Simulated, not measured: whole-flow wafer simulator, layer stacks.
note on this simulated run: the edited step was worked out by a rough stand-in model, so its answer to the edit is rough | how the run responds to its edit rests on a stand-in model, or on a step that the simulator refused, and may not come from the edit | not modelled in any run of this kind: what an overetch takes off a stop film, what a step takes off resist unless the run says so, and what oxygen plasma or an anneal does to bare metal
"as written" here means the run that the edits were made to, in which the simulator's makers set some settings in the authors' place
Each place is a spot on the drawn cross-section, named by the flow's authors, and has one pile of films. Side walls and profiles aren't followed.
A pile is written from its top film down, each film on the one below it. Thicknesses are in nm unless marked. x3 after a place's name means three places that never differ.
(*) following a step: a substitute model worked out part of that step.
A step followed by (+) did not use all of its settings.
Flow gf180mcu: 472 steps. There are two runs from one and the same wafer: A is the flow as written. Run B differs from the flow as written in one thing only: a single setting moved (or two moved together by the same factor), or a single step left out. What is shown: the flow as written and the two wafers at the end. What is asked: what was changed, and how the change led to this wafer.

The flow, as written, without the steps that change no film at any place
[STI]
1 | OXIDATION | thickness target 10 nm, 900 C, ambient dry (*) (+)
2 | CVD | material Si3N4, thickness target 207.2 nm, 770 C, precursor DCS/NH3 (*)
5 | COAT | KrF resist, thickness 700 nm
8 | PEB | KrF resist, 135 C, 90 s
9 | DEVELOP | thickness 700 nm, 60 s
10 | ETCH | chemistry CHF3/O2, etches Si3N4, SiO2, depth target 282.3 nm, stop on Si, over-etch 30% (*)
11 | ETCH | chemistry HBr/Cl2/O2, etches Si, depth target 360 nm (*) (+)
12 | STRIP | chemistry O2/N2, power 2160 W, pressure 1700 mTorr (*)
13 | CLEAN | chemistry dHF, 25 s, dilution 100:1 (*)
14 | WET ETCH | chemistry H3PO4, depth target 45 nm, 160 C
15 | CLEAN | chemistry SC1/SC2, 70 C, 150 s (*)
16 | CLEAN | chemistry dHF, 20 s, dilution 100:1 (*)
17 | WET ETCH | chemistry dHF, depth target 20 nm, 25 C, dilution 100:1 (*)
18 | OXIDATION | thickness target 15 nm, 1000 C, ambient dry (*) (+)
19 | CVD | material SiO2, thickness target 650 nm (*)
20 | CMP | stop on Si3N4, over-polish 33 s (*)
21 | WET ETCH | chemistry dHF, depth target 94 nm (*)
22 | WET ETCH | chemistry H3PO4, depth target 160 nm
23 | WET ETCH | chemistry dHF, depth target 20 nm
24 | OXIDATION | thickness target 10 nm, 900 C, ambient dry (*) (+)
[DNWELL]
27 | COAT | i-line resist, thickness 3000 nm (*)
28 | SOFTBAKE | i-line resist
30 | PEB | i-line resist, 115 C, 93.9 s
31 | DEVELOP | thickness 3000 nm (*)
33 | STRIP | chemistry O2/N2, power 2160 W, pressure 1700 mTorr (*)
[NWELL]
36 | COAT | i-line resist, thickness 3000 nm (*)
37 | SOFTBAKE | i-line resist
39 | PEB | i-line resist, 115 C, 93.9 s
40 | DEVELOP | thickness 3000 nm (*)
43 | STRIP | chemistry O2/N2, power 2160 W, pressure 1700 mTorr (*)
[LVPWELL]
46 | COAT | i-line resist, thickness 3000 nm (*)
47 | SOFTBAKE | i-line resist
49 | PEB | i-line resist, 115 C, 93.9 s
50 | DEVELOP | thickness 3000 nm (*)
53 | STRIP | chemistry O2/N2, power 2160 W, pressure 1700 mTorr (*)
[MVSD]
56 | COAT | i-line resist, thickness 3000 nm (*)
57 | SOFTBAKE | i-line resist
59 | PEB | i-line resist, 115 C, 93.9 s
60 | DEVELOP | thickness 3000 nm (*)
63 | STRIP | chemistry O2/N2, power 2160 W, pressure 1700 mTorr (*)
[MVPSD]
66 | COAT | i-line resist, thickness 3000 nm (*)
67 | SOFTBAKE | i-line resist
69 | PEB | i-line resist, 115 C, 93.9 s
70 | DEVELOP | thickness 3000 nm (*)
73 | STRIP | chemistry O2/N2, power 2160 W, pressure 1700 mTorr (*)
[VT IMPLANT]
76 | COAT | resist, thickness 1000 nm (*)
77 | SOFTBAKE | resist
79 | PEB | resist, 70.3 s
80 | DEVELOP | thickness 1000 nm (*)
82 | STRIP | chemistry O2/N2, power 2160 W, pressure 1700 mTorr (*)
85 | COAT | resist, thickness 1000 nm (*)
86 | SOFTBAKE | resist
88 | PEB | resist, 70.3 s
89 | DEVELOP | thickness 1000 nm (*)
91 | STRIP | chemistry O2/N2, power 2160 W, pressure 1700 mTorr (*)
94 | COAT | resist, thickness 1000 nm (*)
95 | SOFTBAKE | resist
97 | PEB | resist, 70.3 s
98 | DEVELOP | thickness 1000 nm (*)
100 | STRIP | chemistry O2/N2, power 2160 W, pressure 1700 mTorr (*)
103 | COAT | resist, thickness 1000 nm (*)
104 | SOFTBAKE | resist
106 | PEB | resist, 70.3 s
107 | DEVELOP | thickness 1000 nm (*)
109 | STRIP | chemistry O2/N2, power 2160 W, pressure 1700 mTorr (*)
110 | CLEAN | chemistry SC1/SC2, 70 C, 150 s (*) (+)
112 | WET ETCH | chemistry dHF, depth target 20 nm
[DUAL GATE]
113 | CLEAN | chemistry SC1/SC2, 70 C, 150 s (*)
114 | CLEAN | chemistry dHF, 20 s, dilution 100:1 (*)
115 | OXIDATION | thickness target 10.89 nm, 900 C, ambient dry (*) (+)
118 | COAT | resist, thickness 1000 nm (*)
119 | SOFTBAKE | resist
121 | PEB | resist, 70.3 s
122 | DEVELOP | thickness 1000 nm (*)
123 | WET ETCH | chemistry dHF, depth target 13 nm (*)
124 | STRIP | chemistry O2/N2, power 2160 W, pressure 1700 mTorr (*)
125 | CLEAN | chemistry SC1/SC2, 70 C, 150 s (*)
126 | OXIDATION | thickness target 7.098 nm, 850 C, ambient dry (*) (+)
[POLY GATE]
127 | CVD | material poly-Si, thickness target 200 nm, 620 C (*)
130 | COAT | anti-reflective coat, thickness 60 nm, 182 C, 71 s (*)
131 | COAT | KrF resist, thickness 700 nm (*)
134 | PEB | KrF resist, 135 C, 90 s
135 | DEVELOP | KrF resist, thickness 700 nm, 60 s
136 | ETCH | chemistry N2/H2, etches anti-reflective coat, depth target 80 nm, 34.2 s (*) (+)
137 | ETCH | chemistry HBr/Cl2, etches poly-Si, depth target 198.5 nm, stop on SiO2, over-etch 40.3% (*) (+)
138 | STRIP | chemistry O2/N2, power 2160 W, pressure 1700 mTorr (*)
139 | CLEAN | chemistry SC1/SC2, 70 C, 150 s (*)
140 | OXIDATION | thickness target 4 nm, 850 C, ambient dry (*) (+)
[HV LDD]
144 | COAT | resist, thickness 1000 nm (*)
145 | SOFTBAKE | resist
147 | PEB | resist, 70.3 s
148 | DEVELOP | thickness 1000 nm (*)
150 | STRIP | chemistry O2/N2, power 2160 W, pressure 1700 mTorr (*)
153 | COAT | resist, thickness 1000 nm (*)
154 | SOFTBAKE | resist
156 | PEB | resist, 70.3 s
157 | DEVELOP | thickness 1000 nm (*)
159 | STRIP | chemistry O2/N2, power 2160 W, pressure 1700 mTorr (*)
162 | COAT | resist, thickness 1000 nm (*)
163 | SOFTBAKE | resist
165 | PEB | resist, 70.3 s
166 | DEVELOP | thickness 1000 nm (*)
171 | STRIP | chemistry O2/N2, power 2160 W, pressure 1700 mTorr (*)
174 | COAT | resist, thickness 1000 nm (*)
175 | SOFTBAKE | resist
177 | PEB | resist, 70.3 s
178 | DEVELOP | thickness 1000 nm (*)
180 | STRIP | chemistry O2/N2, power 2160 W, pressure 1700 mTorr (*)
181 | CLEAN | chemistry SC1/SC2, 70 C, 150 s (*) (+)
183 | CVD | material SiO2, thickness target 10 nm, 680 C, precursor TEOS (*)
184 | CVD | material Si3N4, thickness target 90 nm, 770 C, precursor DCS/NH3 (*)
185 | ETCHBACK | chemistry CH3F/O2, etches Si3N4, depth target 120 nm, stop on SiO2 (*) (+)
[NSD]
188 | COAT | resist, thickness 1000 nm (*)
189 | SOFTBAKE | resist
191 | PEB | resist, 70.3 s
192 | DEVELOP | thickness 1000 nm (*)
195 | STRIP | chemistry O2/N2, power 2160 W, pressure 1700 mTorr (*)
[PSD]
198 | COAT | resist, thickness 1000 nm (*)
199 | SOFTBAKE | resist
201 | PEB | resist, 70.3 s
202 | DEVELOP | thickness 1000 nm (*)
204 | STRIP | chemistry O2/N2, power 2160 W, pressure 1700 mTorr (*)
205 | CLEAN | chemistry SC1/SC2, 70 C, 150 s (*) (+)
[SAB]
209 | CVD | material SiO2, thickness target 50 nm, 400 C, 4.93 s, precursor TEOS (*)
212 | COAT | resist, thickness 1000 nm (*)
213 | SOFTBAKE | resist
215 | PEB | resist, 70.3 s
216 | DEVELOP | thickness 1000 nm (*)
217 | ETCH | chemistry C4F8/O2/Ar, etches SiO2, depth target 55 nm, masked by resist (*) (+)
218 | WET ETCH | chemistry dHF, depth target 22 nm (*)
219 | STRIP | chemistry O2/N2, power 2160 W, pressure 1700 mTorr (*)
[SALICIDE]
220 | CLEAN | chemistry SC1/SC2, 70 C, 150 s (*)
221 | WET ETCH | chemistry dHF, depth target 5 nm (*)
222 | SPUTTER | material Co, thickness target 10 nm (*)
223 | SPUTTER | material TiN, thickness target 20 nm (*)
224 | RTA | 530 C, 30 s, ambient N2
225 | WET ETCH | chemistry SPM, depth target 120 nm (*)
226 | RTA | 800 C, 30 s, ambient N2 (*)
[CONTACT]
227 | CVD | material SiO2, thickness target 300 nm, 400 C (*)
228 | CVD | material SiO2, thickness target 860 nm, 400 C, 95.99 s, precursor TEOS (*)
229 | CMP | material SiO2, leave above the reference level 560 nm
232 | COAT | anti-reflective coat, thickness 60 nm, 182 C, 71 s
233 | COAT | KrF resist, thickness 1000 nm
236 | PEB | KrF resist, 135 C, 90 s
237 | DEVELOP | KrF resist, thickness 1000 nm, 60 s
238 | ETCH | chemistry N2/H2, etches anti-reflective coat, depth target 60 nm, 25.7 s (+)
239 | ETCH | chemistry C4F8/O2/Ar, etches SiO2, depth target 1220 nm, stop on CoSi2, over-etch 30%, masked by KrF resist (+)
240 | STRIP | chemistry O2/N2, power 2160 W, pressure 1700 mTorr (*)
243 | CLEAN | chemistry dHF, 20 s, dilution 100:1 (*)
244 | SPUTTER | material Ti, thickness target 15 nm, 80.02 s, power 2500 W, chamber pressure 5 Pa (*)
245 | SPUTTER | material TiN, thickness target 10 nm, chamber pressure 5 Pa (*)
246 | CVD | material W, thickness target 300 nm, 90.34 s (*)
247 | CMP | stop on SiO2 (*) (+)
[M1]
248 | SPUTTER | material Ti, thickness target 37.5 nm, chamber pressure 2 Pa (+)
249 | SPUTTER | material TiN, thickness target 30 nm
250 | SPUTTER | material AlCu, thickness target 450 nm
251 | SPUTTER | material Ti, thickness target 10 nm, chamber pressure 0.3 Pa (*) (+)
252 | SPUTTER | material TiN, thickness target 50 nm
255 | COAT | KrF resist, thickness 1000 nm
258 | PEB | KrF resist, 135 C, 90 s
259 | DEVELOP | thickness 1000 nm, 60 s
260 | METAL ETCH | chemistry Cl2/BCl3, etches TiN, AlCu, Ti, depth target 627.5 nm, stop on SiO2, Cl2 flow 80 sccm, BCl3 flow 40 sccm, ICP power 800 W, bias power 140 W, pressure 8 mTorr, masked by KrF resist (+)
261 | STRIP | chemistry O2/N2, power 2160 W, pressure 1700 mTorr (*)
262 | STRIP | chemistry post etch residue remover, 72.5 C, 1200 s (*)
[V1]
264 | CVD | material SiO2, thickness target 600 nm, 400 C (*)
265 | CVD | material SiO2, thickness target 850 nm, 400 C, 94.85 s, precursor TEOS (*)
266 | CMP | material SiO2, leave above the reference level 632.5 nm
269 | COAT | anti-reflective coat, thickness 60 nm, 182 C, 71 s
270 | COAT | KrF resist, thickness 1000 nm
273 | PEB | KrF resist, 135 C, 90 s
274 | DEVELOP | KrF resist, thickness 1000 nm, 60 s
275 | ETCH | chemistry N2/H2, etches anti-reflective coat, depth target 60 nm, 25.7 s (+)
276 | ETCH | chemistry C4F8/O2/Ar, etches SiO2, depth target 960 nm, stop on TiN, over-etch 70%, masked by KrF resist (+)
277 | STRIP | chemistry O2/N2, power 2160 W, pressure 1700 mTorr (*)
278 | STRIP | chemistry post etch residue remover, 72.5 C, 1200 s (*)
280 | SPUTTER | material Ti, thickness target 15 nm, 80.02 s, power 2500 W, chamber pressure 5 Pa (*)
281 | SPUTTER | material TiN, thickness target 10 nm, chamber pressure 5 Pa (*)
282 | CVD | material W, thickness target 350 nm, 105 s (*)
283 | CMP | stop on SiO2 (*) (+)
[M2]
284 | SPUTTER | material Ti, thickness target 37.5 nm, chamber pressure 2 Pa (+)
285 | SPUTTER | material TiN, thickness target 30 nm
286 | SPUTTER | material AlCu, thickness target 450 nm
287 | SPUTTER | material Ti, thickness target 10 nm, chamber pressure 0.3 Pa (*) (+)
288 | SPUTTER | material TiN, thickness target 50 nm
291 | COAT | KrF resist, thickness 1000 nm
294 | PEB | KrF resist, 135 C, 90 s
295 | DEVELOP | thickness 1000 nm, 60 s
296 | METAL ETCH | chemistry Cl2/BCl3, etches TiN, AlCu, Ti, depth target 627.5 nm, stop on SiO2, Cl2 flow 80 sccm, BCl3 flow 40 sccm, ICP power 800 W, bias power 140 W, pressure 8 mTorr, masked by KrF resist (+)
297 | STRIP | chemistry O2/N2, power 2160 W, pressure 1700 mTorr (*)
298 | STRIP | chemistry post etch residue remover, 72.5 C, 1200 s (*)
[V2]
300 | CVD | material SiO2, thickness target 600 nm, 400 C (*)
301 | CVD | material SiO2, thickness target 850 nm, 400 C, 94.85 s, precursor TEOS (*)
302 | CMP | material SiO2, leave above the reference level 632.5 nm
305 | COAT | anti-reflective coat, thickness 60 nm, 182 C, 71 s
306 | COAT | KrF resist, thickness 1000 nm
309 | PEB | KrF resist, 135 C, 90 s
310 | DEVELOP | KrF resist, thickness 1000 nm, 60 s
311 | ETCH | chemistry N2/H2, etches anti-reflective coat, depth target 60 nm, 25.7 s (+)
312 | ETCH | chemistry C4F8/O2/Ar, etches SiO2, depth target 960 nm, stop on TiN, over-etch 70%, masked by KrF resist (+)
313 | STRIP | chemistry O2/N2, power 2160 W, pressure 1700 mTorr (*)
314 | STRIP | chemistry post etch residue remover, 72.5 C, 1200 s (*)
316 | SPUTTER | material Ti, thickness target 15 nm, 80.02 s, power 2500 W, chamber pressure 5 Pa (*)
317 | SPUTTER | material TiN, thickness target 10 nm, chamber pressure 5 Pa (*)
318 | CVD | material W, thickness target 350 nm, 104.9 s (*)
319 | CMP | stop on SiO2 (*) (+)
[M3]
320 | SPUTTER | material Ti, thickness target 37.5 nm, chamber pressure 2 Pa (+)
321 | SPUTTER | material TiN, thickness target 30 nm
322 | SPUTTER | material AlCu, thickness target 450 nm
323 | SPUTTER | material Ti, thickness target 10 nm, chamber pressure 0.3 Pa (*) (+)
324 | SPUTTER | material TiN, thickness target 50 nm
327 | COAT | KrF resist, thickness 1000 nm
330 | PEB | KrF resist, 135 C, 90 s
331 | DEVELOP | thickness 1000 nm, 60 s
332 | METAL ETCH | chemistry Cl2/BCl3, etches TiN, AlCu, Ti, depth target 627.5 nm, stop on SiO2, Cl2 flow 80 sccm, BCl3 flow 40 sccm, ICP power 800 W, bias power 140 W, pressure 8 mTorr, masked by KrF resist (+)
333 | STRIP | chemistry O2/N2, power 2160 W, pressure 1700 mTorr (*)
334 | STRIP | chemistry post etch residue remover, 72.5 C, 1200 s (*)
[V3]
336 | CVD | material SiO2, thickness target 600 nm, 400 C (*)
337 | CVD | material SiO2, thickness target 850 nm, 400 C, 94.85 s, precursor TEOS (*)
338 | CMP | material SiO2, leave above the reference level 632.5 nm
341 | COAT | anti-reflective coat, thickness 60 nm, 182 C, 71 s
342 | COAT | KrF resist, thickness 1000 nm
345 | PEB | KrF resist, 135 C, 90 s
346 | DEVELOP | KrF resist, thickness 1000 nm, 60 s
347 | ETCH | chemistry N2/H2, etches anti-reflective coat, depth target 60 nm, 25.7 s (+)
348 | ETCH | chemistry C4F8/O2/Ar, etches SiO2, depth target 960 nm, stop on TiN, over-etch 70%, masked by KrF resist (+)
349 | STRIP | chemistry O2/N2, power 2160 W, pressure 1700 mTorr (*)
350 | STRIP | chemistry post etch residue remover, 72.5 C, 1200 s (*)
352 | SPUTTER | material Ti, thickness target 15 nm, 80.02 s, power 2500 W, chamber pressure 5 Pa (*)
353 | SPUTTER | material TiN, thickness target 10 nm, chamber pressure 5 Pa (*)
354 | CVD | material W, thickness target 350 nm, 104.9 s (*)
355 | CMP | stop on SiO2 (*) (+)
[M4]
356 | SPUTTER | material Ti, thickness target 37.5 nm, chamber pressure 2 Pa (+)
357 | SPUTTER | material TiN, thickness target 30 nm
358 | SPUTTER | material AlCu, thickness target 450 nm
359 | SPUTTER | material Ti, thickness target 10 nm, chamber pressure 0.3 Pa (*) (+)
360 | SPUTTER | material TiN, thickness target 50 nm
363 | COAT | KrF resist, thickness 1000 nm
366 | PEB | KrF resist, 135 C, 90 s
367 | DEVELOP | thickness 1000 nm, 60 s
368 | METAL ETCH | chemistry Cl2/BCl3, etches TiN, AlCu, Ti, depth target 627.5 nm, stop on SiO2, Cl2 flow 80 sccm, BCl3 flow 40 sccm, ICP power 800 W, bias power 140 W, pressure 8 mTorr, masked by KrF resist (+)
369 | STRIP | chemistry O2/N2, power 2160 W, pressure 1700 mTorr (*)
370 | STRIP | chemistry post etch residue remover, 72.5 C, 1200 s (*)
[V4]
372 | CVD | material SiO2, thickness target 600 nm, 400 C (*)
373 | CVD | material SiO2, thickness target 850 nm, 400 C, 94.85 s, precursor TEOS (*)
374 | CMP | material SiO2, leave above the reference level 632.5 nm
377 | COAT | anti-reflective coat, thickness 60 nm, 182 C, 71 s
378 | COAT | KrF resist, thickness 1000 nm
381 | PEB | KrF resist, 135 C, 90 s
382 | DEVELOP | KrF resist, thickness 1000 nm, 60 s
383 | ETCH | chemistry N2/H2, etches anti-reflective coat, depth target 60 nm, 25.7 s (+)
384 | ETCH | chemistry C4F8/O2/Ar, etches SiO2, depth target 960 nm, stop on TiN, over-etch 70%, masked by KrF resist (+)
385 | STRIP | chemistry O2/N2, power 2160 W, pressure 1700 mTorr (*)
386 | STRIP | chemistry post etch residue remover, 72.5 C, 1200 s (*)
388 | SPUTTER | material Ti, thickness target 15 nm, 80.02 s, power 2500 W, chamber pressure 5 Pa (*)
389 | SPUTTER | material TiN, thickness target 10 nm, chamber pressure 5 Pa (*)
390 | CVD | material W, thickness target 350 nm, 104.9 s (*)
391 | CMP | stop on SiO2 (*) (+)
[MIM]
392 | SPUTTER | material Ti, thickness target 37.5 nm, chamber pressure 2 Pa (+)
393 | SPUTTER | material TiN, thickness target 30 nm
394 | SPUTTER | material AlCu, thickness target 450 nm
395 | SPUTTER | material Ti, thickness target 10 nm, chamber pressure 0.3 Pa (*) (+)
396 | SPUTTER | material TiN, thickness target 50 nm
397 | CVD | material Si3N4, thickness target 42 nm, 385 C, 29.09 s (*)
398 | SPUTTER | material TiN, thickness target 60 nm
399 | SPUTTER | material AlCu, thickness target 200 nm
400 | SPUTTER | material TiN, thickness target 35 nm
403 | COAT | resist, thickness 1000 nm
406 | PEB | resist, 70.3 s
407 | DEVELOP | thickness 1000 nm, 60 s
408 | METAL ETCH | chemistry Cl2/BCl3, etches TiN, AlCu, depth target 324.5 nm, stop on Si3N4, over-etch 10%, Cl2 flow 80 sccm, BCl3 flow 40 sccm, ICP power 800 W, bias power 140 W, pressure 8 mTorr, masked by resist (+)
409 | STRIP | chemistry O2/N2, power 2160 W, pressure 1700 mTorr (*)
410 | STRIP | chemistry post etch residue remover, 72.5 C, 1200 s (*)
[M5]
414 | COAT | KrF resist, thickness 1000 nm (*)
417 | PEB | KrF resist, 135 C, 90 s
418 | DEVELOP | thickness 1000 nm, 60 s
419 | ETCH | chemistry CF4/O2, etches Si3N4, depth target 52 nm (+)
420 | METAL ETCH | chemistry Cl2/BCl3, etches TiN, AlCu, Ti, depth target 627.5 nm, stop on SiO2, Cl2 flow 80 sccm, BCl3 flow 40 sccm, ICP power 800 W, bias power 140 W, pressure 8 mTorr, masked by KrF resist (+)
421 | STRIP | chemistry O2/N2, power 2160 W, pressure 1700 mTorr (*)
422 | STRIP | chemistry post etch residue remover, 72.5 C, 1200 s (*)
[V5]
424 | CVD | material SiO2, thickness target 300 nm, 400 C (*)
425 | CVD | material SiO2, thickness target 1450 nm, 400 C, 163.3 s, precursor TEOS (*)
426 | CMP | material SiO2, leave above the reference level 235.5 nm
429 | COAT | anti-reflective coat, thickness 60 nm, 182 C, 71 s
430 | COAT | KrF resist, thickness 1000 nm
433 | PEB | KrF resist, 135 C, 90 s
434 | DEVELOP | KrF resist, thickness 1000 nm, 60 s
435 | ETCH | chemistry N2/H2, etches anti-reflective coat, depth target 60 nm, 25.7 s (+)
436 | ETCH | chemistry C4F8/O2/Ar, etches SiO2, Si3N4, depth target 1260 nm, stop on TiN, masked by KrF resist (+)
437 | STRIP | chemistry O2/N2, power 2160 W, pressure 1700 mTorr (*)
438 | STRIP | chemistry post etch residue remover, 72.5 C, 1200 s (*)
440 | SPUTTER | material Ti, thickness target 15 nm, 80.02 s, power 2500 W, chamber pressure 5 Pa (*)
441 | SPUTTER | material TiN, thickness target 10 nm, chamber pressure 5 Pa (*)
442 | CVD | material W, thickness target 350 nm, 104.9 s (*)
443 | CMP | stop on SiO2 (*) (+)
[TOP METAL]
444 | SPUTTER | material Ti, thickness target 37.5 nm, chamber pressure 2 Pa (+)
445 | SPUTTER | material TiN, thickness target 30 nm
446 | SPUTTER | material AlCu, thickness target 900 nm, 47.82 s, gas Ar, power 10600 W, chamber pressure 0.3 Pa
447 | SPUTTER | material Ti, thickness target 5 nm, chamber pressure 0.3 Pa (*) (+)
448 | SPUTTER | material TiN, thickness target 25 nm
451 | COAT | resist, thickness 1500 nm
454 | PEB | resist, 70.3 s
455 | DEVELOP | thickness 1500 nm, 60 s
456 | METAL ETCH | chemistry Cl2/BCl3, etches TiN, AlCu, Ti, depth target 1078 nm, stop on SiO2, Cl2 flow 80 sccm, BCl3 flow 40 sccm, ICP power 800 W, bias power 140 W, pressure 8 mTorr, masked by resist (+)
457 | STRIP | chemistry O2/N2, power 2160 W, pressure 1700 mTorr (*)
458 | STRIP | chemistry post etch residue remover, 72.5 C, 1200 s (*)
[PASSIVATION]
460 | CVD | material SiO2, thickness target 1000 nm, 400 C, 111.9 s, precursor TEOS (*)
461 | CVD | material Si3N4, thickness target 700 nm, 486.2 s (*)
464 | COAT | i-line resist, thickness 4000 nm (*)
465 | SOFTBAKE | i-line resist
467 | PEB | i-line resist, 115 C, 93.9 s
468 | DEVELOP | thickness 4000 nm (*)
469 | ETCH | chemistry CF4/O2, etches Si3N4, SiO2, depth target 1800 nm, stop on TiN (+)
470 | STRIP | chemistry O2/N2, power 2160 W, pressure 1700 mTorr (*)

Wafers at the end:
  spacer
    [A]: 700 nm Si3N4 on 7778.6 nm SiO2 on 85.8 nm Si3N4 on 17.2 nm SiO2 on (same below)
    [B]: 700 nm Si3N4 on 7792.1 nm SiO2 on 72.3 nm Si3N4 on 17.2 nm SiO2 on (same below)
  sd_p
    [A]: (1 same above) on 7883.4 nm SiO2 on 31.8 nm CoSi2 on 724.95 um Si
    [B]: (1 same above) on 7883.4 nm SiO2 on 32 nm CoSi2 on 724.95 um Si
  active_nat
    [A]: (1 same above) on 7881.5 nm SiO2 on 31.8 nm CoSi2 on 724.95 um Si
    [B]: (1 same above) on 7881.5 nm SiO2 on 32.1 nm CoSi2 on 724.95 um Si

What caused this: step 184, CVD: thickness target 76.5 nm was run, though the flow has thickness target 90 nm.

The path from the change to this, step by step:
  184 | CVD | material Si3N4, thickness target 90 nm, 770 C, precursor DCS/NH3 (*)
      field, field__w1, field__w2 and 101 more: A Si3N4 gains 90 (new film) | B Si3N4 gains 76.5 (new film)
  185 | ETCHBACK | chemistry CH3F/O2, etches Si3N4, depth target 120 nm, stop on SiO2 (*) (+)
      field, field__w1, field__w2 and 100 more: A Si3N4 loses 90 (all of it), SiO2 loses 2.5 | B Si3N4 loses 76.5 (all of it), SiO2 loses 3.62
  189 | SOFTBAKE | resist
      field: A resist gains 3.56 | B resist loses 0.35
  199 | SOFTBAKE | resist
      field: A resist gains 3.56 | B resist loses 0.35
  218 | WET ETCH | chemistry dHF, depth target 22 nm (*)
      gate, gate_hv, gate_p and 23 more: A SiO2 loses 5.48 (all of it) | B SiO2 loses 4.36 (all of it)
      active, p_well, sd_n, iso_ptap_pw, iso_ntap_nw, iso_ptap_sub, vpnp_e: A SiO2 loses 9.01 (all of it) | B SiO2 loses 7.89 (all of it)
      (as well as at 16 more places)
  223 | SPUTTER | material TiN, thickness target 20 nm (*)
      field__w2: A TiN gains 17 (new film) | B TiN gains 17.6 (new film)
      field__w3: A TiN gains 15.7 (new film) | B TiN gains 16.5 (new film)
      (as well as at 1 more place)
  224 | RTA | 530 C, 30 s, ambient N2
      ld_drn_p: A under 1 film: CoSi gains 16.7 (new film), Co loses 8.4 (all of it), Si loses 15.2 | B under 1 film: CoSi gains 17.3 (new film), Co loses 8.71 (all of it), Si loses 15.8
  225 | WET ETCH | chemistry SPM, depth target 120 nm (*)
      field__w2: A TiN loses 17 (all of it), Co loses 8.65 (all of it) | B TiN loses 17.6 (all of it), Co loses 8.94 (all of it)
      field__w3: A TiN loses 15.7 (all of it), Co loses 8.06 (all of it) | B TiN loses 16.5 (all of it), Co loses 8.44 (all of it)
      (as well as at 1 more place)
  226 | RTA | 800 C, 30 s, ambient N2 (*)
      ld_sd_n: A CoSi2 gains 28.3 (new film), CoSi loses 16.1 (all of it), Si loses 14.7 | B CoSi2 gains 28.9 (new film), CoSi loses 16.4 (all of it), Si loses 15
      ld_drn_n: A CoSi2 gains 31.5 (new film), CoSi loses 17.9 (all of it), Si loses 16.4 | B CoSi2 gains 32.2 (new film), CoSi loses 18.3 (all of it), Si loses 16.7
      (as well as at 1 more place)
  229 | CMP | material SiO2, leave above the reference level 560 nm
      spacer: A SiO2 loses 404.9 | B SiO2 loses 391.4
